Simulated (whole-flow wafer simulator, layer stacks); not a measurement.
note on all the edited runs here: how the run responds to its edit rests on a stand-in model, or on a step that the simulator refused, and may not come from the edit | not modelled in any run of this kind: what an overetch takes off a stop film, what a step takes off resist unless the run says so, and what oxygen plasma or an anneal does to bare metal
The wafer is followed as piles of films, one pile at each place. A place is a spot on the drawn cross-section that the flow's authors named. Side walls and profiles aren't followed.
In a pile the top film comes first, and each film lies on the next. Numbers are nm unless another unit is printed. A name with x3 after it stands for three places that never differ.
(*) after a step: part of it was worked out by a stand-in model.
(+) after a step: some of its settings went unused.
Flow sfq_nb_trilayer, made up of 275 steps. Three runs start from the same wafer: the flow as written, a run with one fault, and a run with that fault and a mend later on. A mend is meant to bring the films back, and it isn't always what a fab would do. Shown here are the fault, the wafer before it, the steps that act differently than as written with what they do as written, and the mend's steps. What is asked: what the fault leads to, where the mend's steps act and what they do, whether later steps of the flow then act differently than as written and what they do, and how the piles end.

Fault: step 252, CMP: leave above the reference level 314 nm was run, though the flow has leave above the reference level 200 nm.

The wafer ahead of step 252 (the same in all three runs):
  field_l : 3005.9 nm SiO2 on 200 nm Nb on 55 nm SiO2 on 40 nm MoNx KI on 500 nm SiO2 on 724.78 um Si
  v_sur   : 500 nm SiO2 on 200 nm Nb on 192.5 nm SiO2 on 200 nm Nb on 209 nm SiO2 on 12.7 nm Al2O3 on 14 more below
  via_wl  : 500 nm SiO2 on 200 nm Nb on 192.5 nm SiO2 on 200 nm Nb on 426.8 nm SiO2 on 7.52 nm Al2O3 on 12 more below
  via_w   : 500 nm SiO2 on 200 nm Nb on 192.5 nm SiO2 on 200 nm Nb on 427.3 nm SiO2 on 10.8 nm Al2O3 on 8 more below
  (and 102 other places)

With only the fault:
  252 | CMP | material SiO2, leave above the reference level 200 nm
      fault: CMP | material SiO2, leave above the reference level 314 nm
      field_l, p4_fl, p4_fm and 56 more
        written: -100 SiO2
        fault: nothing
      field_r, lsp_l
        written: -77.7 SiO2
        fault: nothing
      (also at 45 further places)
  Steps later in the flow that act otherwise than as written (5 other steps are not shown; they differ only slightly, by no more than 2% or 0.5 nm, whichever is larger):
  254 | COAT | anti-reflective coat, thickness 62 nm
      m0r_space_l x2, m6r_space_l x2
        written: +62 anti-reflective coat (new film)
        fault: +64 anti-reflective coat (new film)
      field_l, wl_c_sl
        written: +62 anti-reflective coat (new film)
        fault: +64.4 anti-reflective coat (new film)
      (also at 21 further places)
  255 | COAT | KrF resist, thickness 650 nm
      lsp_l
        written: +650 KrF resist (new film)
        fault: +665.1 KrF resist (new film)
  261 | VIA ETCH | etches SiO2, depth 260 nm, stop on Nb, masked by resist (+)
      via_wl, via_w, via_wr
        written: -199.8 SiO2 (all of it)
        fault: -260 SiO2
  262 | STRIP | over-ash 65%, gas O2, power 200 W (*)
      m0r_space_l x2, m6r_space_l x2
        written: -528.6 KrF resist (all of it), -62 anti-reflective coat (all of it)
        fault: -530.7 KrF resist (all of it), -64 anti-reflective coat (all of it)
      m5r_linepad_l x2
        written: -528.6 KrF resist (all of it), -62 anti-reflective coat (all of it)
        fault: -526.4 KrF resist (all of it), -68.4 anti-reflective coat (all of it)
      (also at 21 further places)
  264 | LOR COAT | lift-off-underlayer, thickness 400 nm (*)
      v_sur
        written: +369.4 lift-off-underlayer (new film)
        fault: +357.7 lift-off-underlayer (new film)
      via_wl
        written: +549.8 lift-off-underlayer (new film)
        fault: +590.3 lift-off-underlayer (new film)
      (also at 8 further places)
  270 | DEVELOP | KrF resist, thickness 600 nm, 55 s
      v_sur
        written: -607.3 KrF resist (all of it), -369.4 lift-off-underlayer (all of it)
        fault: -606.8 KrF resist (all of it), -357.7 lift-off-underlayer (all of it)
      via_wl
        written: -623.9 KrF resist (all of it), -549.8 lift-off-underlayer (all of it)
        fault: -630.8 KrF resist (all of it), -590.3 lift-off-underlayer (all of it)
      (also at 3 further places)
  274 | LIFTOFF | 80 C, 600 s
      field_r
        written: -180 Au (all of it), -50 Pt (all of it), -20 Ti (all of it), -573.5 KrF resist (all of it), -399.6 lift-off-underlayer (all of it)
        fault: -180 Au (all of it), -50 Pt (all of it), -20 Ti (all of it), -577 KrF resist (all of it), -422.5 lift-off-underlayer (all of it)
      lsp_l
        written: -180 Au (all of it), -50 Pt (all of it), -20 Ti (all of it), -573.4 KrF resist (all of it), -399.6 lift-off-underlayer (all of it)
        fault: -180 Au (all of it), -50 Pt (all of it), -20 Ti (all of it), -577.8 KrF resist (all of it), -421.2 lift-off-underlayer (all of it)
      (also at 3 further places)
  At field_l, v_sur, via_wl and 103 more, the piles at the end differ from the flow's by more than 2% or 0.5 nm, whichever is larger.
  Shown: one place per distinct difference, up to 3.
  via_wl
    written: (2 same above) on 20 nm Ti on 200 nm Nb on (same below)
    fault: (2 same above) on 20 nm Ti on 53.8 nm SiO2 on 200 nm Nb on (same below)
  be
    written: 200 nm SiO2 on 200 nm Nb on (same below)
    fault: 314 nm SiO2 on 200 nm Nb on (same below)
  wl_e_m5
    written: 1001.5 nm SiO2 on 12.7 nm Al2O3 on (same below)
    fault: 1101.5 nm SiO2 on 12.7 nm Al2O3 on (same below)

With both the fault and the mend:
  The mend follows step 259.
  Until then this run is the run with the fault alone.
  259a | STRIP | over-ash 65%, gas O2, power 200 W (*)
      p4_w1, p3_s2, p3_l3, p3_s3, p3_l4, p3_s4, p3_l5
        -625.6 KrF resist (all of it), -62.1 anti-reflective coat (all of it)
      wire, be, jj_sur, ce_l, c5j, ce_r
        -622.4 KrF resist (all of it), -61.3 anti-reflective coat (all of it)
      m0r_line_l x2, m6r_line_l x2
        -627.5 KrF resist (all of it), -62.4 anti-reflective coat (all of it)
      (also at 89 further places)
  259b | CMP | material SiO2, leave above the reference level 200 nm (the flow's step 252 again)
      field_l, p4_fl, p4_fm and 56 more
        -100 SiO2
      v_sur, via_wl, via_w and 40 more
        -114 SiO2
      field_r, lsp_l
        -77.7 SiO2
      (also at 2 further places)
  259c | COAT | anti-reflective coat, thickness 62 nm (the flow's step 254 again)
      field_l, v_sur, via_wl and 103 more
        +62 anti-reflective coat (new film)
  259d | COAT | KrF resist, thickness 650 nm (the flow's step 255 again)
      field_l, v_sur, via_wl and 103 more
        +650 KrF resist (new film)
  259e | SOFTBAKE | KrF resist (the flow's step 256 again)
      leaves every film unchanged at each place that is followed
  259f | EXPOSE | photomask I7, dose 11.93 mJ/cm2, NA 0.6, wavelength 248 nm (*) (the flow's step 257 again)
      leaves every film unchanged at each place that is followed
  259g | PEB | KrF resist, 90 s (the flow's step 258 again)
      field_l, v_sur, via_wl and 103 more
        -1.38 KrF resist
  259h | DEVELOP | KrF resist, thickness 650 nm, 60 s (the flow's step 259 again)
      field_l, v_sur, via_sp and 100 more
        -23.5 KrF resist
      via_wl, via_w, via_wr
        -648.6 KrF resist (all of it)
  None of the later steps of the flow acts differently than as written at any place that is followed.
  At every place that both follow, the piles at the end match the flow's.
